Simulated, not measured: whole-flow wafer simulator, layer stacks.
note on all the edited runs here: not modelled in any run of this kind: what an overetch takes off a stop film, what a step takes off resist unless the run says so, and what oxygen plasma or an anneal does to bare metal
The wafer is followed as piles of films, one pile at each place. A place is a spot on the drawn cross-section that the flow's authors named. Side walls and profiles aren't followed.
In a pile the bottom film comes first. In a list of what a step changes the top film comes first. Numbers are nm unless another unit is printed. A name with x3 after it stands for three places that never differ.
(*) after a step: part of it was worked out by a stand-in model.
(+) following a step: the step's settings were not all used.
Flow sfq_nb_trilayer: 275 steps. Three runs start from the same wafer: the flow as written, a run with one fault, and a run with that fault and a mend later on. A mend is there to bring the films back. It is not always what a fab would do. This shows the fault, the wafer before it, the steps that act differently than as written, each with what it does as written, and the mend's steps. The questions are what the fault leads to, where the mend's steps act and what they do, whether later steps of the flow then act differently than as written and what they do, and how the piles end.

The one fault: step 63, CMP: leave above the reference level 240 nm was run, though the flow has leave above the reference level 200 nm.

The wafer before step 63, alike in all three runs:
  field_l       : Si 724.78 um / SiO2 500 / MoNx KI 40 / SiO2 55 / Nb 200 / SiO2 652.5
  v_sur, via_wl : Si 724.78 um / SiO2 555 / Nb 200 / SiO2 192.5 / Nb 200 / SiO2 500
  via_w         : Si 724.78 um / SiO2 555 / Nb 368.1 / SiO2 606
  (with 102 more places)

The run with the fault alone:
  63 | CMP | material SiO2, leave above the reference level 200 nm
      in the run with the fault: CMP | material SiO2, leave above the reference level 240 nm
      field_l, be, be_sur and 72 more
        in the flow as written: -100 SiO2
        in the run with the fault: -60 SiO2
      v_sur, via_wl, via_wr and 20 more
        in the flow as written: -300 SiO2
        in the run with the fault: -260 SiO2
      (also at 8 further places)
  Steps further on in the flow that do not act as written (3 more steps, not shown, differ only slightly: by at most 2% or 0.5 nm, whichever is larger):
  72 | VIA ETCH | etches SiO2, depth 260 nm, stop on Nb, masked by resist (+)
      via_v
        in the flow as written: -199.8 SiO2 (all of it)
        in the run with the fault: -239.8 SiO2 (all of it)
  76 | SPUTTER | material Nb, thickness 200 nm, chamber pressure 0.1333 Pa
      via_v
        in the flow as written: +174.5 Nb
        in the run with the fault: +167.1 Nb
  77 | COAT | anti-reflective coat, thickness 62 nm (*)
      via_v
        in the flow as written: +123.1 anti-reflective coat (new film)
        in the run with the fault: +131.6 anti-reflective coat (new film)
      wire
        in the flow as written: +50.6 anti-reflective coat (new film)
        in the run with the fault: +49.4 anti-reflective coat (new film)
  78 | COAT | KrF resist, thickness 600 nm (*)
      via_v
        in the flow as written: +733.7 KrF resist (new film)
        in the run with the fault: +766.2 KrF resist (new film)
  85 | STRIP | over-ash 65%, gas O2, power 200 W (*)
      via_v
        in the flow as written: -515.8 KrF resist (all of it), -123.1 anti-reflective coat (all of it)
        in the run with the fault: -548.1 KrF resist (all of it), -131.6 anti-reflective coat (all of it)
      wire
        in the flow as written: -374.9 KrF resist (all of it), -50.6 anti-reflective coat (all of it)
        in the run with the fault: -372.1 KrF resist (all of it), -49.4 anti-reflective coat (all of it)
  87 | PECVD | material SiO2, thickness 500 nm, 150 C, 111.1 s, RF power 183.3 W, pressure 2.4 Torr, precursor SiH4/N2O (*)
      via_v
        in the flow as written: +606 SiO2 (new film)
        in the run with the fault: +653.5 SiO2 (new film)
  By the end, the piles at v_sur, via_wl, via_w and 74 more depart from the flow's by more than 2% or 0.5 nm, whichever is larger.
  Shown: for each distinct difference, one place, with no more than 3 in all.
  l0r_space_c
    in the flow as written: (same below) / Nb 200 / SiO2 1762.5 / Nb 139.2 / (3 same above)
    in the run with the fault: (same below) / Nb 200 / SiO2 1802.5 / Nb 139.2 / (3 same above)
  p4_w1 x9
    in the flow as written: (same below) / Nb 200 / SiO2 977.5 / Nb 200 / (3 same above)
    in the run with the fault: (same below) / Nb 200 / SiO2 1017.5 / Nb 200 / (3 same above)
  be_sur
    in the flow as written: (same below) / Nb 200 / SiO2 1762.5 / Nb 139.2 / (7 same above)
    in the run with the fault: (same below) / Nb 200 / SiO2 1802.5 / Nb 139.2 / (7 same above)

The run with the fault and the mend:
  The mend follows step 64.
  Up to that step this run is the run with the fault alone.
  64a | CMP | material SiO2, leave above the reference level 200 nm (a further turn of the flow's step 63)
      field_l, v_sur, via_wl and 103 more
        -40 SiO2
  Later steps of the flow that are run all act as written at every place that is followed.
  By the end, the piles equal the flow's at every place that both follow.
